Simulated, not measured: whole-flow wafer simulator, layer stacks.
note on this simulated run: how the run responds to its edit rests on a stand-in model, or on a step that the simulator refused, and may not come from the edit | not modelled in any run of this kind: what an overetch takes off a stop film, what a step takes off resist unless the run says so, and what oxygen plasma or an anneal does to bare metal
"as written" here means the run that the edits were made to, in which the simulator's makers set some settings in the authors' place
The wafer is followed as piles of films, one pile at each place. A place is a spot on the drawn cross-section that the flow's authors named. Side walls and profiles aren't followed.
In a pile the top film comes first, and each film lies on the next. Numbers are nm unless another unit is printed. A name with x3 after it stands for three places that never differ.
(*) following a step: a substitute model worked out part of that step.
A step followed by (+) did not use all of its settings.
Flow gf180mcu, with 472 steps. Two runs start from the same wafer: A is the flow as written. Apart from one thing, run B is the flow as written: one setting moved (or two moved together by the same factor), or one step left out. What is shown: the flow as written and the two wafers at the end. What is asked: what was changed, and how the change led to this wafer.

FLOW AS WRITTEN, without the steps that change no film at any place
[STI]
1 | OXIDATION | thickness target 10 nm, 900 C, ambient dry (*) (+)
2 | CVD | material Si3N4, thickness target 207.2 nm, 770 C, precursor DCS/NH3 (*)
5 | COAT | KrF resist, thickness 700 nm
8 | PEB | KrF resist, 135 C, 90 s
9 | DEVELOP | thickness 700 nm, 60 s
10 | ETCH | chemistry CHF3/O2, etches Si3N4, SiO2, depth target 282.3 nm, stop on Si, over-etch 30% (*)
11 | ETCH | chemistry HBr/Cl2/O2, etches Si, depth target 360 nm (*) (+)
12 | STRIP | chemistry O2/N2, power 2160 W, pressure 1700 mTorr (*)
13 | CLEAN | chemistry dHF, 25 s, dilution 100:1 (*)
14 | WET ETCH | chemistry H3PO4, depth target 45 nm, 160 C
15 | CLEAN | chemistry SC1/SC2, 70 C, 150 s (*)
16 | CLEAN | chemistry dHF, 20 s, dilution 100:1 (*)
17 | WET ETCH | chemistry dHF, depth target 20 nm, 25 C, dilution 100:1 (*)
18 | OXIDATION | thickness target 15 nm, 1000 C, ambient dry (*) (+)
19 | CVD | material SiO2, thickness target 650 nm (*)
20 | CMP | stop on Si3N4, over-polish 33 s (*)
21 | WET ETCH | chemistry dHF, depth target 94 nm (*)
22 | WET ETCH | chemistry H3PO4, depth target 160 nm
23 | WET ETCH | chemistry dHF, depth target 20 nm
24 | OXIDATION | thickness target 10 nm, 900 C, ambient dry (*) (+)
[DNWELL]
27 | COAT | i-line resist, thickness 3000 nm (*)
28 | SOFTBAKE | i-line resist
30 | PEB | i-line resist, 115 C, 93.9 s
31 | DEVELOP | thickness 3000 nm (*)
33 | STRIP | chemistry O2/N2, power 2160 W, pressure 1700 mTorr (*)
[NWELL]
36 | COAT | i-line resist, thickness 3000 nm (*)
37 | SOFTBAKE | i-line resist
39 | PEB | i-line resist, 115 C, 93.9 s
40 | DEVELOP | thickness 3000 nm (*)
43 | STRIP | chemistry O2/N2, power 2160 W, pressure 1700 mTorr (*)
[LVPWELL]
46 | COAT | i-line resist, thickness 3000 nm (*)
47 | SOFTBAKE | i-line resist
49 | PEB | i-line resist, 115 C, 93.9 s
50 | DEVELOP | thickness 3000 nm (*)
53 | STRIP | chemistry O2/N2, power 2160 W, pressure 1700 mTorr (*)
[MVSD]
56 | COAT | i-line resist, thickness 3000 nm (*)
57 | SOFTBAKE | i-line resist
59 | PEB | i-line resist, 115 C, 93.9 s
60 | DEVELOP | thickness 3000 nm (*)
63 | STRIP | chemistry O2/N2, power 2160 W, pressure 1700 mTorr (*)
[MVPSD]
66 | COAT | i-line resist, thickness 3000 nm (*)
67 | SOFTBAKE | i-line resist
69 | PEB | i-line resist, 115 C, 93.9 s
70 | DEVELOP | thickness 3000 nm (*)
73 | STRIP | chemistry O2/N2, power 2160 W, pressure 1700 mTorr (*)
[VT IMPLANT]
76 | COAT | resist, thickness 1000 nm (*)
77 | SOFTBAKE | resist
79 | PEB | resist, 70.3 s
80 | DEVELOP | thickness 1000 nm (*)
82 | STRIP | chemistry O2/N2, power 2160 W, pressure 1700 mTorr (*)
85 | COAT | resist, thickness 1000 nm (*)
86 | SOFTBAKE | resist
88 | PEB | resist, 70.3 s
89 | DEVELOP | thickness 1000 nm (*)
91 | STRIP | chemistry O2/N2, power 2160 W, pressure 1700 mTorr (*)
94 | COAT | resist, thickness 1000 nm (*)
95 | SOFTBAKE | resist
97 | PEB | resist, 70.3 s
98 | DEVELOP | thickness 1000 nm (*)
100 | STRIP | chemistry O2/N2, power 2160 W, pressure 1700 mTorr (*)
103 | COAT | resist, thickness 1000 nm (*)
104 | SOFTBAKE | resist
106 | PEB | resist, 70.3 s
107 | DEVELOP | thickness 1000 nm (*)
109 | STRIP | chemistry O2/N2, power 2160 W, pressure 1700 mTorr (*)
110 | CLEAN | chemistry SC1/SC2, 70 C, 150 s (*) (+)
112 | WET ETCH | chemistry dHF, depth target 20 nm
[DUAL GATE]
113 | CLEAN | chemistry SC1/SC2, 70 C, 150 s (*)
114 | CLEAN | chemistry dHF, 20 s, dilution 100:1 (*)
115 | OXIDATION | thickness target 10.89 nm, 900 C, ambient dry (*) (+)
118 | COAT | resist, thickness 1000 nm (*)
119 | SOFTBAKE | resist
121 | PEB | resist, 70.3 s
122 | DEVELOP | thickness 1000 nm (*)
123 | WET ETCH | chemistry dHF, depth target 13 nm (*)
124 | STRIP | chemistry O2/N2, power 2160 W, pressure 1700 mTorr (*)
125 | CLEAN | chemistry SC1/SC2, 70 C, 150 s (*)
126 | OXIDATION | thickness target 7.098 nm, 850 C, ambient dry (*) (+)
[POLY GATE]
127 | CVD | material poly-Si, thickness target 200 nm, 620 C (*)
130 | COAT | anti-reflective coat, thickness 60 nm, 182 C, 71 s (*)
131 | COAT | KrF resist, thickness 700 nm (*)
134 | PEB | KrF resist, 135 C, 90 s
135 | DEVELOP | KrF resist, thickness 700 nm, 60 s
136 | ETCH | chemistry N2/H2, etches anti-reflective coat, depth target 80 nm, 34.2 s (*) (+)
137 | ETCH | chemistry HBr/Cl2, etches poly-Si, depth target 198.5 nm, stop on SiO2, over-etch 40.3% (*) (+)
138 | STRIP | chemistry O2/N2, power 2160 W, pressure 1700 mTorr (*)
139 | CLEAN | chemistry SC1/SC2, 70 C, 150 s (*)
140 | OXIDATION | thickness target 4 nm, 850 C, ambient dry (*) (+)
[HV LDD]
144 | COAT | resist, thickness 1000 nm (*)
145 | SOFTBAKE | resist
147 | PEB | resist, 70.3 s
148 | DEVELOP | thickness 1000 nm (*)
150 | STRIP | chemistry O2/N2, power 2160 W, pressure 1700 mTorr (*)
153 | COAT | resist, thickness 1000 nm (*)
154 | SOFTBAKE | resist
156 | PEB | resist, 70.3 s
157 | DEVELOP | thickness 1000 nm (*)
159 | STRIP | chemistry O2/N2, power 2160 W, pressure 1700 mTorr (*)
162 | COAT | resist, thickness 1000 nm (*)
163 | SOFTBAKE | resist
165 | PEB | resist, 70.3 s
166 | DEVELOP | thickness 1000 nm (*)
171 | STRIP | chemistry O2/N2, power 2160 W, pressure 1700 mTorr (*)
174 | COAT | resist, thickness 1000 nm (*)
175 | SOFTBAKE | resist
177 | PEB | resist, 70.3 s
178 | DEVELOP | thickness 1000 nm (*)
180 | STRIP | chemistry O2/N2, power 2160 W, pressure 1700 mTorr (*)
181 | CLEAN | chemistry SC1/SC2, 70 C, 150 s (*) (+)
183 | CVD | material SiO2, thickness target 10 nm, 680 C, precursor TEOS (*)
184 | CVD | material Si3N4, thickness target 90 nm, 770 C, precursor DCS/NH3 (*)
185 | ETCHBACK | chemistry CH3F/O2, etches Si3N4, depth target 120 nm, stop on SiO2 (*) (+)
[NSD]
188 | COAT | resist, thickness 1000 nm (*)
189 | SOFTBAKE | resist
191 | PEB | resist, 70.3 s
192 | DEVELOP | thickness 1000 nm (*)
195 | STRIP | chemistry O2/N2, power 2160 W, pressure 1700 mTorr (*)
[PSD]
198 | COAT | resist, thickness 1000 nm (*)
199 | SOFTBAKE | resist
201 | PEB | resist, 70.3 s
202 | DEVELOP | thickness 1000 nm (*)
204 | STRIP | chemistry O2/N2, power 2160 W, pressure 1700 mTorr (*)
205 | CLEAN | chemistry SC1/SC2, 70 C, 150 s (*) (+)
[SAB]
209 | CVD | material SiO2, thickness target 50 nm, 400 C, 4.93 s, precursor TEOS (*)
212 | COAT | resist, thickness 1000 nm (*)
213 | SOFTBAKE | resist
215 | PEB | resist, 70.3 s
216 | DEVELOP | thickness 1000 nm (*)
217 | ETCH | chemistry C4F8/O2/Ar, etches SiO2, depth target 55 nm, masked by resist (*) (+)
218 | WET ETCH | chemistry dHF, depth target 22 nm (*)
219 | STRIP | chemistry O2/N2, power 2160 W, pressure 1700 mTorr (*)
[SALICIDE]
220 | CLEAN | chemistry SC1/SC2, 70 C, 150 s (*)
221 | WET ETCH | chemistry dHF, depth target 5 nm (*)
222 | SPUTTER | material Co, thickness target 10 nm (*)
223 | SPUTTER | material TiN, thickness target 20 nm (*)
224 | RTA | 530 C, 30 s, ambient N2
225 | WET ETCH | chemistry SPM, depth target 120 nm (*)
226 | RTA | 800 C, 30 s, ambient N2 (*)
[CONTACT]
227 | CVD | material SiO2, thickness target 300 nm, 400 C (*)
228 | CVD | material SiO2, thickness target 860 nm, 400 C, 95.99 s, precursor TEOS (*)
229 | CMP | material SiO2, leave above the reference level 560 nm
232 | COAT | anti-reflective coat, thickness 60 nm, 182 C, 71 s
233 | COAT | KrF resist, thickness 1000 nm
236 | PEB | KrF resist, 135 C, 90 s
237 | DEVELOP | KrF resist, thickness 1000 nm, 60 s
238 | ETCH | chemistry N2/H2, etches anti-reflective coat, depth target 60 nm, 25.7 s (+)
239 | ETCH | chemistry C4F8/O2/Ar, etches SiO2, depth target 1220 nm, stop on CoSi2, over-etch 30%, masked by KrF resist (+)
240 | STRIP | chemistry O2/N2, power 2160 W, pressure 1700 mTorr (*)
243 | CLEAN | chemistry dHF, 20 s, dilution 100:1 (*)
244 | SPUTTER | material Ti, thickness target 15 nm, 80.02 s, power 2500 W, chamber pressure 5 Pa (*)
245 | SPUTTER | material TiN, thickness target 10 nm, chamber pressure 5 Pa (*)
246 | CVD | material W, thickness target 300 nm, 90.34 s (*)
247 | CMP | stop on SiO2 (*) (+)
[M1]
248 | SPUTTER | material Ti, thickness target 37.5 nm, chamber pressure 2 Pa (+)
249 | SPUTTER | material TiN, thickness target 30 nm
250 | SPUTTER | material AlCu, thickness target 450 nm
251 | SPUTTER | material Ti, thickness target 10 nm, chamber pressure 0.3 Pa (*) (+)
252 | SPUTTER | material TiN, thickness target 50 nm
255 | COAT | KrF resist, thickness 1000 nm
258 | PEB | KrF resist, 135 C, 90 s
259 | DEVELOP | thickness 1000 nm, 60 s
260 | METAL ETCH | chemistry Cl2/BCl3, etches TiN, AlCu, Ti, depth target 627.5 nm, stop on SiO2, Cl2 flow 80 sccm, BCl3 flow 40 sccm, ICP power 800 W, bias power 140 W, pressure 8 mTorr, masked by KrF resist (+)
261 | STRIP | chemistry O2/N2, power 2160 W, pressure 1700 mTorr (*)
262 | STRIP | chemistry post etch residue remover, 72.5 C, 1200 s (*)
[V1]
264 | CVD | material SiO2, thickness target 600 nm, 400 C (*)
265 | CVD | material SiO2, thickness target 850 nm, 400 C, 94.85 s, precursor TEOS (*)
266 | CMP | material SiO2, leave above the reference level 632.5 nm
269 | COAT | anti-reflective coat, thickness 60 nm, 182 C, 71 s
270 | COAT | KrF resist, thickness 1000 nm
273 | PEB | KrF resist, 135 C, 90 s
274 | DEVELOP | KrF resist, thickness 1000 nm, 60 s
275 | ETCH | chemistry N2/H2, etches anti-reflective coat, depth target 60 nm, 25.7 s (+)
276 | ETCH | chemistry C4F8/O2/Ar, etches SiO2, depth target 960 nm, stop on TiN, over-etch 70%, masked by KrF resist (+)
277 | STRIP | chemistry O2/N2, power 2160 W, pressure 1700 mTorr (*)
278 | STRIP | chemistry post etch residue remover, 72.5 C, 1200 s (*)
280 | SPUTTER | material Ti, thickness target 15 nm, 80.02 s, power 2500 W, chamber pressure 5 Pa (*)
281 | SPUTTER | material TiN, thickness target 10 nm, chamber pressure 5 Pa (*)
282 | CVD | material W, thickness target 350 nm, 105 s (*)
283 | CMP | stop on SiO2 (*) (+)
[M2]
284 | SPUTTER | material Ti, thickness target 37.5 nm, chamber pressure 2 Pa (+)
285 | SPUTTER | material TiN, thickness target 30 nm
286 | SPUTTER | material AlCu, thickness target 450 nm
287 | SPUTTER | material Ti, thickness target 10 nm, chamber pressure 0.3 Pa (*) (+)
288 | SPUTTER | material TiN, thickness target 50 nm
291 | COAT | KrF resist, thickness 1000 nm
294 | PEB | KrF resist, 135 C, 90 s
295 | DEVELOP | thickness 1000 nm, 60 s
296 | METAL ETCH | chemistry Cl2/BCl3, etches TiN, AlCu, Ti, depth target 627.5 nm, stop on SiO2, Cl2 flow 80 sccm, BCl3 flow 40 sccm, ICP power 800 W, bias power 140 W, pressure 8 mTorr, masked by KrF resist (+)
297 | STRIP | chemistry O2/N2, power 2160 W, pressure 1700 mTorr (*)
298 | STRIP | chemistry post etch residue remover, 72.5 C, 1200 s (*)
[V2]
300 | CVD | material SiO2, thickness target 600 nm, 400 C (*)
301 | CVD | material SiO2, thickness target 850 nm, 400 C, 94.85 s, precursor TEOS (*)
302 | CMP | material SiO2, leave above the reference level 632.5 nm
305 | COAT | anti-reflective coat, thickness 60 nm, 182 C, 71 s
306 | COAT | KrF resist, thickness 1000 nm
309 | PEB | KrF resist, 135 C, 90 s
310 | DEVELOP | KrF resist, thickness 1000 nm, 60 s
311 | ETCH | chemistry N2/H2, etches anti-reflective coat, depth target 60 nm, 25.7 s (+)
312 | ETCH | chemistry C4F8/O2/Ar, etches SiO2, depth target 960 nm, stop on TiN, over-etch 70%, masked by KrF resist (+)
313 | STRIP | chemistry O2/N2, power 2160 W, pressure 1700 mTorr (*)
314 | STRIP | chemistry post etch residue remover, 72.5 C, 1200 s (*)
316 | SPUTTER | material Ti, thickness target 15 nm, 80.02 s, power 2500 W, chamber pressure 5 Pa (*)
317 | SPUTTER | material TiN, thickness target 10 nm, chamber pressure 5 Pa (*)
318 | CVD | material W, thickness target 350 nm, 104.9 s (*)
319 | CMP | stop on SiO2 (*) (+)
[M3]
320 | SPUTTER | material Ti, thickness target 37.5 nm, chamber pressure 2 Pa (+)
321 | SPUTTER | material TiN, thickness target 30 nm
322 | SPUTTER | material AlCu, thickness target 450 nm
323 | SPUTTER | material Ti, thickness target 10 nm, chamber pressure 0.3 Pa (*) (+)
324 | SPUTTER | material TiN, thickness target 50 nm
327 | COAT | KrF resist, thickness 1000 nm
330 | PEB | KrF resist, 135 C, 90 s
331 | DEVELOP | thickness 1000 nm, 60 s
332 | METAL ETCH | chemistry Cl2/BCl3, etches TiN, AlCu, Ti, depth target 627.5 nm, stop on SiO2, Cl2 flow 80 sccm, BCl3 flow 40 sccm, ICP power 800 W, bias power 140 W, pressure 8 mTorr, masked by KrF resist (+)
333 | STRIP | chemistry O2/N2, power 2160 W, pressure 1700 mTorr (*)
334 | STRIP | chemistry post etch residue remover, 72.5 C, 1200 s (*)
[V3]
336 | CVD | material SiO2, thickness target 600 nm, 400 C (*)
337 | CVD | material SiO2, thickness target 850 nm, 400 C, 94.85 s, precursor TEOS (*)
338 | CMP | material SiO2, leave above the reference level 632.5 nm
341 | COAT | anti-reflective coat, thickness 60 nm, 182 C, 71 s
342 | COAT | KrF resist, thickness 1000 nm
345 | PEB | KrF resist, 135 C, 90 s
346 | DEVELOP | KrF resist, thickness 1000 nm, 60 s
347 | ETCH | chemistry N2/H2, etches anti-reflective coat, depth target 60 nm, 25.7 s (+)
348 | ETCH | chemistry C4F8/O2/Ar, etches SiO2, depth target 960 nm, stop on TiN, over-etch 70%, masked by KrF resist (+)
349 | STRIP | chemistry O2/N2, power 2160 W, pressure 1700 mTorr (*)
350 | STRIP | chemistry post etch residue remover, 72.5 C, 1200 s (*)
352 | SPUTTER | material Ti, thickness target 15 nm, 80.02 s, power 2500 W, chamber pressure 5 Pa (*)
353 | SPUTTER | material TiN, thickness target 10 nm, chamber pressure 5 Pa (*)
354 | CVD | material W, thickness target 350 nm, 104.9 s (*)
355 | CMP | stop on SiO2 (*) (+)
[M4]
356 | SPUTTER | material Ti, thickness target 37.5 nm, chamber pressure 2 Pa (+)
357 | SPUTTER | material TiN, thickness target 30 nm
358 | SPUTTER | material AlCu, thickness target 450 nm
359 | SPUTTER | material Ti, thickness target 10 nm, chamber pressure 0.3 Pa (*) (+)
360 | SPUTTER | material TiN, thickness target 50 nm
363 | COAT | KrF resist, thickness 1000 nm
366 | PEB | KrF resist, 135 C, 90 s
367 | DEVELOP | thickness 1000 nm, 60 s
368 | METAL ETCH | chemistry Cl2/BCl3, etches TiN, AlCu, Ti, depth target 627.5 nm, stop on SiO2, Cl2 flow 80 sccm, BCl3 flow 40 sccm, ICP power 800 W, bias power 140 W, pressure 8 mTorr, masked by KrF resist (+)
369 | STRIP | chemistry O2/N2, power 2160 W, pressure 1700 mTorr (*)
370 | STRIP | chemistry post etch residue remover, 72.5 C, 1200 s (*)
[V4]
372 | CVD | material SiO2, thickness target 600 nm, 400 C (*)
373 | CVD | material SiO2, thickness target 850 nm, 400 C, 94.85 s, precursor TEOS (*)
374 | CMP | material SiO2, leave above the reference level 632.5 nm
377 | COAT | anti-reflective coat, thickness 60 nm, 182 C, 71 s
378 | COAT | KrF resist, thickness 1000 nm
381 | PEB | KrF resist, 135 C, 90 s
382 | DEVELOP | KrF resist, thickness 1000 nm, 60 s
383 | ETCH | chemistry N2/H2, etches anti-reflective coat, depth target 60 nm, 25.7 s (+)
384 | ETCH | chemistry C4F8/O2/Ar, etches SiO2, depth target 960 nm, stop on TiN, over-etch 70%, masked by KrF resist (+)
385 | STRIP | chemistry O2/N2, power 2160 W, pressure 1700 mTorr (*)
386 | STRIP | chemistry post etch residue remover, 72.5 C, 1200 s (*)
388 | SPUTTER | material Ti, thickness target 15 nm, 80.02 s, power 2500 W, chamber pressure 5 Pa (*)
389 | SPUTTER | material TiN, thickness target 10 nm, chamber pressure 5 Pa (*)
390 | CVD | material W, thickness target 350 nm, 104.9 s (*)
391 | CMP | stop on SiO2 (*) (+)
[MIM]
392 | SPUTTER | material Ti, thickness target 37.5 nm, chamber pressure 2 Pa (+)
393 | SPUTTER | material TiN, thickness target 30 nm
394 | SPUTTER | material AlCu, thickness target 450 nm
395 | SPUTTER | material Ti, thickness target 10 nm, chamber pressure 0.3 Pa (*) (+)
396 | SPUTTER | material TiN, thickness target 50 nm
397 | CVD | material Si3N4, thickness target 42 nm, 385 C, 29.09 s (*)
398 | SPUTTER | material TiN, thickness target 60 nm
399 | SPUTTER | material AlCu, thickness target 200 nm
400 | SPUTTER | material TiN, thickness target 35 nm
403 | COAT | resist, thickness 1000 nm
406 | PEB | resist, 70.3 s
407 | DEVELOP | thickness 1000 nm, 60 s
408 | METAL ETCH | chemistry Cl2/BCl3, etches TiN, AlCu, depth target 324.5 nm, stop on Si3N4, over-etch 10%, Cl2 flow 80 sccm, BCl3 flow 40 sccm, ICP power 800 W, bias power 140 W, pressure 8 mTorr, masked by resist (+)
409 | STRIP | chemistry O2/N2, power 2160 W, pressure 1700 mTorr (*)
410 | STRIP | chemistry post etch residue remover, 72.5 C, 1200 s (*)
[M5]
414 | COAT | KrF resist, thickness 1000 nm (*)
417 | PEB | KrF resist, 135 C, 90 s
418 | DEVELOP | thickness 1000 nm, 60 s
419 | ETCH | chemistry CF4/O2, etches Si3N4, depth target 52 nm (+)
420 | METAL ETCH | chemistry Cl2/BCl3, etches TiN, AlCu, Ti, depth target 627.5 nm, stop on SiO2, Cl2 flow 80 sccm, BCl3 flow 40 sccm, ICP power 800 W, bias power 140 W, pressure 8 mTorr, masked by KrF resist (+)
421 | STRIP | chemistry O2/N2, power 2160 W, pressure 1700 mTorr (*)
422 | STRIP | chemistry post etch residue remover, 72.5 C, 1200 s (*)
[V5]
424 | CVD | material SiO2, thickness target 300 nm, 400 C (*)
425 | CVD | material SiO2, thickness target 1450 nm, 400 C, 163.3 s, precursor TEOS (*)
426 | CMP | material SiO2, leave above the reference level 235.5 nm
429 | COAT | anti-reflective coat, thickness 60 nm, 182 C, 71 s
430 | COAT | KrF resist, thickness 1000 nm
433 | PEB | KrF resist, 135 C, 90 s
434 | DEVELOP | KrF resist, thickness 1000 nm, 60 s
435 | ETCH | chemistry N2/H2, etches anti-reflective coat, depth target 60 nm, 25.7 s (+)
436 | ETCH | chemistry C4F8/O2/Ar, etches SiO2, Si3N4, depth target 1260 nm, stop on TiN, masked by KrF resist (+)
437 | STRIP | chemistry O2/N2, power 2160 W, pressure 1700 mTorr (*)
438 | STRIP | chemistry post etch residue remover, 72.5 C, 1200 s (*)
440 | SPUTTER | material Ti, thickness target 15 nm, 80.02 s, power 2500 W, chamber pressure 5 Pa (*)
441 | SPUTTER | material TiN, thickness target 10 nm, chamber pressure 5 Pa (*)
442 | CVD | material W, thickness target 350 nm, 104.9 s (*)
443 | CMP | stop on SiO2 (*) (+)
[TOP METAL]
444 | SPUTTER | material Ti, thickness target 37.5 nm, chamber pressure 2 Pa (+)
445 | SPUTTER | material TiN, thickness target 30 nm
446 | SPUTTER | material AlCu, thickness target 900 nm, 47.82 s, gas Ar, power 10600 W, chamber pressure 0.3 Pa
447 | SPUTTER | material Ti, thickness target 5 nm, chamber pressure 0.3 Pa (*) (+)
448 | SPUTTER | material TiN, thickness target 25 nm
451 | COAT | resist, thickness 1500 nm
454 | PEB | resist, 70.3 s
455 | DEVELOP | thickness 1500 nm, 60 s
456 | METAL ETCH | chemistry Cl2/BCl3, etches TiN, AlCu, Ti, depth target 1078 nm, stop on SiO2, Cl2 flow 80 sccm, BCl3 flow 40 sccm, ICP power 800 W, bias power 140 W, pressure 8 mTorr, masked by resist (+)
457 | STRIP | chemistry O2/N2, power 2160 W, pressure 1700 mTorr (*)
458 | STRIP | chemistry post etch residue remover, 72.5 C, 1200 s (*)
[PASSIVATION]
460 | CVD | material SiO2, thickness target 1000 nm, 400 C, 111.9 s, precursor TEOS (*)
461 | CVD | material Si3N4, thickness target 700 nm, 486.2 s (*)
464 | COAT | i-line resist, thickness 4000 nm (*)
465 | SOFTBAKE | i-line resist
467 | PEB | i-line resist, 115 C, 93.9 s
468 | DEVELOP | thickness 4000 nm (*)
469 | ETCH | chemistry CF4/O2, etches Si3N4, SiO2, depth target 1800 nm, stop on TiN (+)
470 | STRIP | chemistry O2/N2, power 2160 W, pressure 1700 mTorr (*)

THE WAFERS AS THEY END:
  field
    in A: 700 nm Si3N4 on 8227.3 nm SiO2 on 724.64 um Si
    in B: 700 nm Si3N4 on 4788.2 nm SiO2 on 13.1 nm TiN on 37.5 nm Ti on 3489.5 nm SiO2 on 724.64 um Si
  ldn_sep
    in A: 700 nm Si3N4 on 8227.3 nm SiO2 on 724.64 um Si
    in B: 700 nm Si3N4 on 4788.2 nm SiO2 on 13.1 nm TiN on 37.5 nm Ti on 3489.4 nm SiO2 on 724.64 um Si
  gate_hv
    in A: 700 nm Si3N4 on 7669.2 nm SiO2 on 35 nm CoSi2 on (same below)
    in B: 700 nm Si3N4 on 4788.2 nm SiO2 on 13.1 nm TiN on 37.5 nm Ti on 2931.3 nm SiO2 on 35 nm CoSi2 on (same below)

What caused this: step 322, SPUTTER: thickness target 551 nm was run, though the flow has thickness target 450 nm.

Step by step, how the change led to this:
  322 | SPUTTER | material AlCu, thickness target 450 nm
      field, field__w1, field__w2 and 108 more: A AlCu gains 450 (new film) | B AlCu gains 551 (new film)
  332 | METAL ETCH | chemistry Cl2/BCl3, etches TiN, AlCu, Ti, depth target 627.5 nm, stop on SiO2, Cl2 flow 80 sccm, BCl3 flow 40 sccm, ICP power 800 W, bias power 140 W, pressure 8 mTorr, masked by KrF resist (+)
      field, field__w1, field__w2 and 103 more: A TiN loses 50 (all of it), Ti loses 10 (all of it), AlCu loses 450 (all of it), TiN loses 30 (all of it), Ti loses 37.5 (all of it) | B TiN loses 50 (all of it), Ti loses 10 (all of it), AlCu loses 551 (all of it), TiN loses 16.5
  336 | CVD | material SiO2, thickness target 600 nm, 400 C (*)
      field, field__w1, field__w2 and 103 more: A SiO2 gains 600 | B SiO2 gains 600 (new film)
  338 | CMP | material SiO2, leave above the reference level 632.5 nm
      field, field__w1, field__w2 and 103 more: A SiO2 loses 300 | B SiO2 loses 249.6
If metal films that touch count as one body, field has 1 body; the flow as written gives 0 bodies.
If metal films that touch count as one body, ldn_sep has 1 body; the flow as written gives 0 bodies.
If metal films that touch count as one body, gate_hv has 2 bodies (between them, from the top down: SiO2 2931.3); the flow as written gives 1 body.
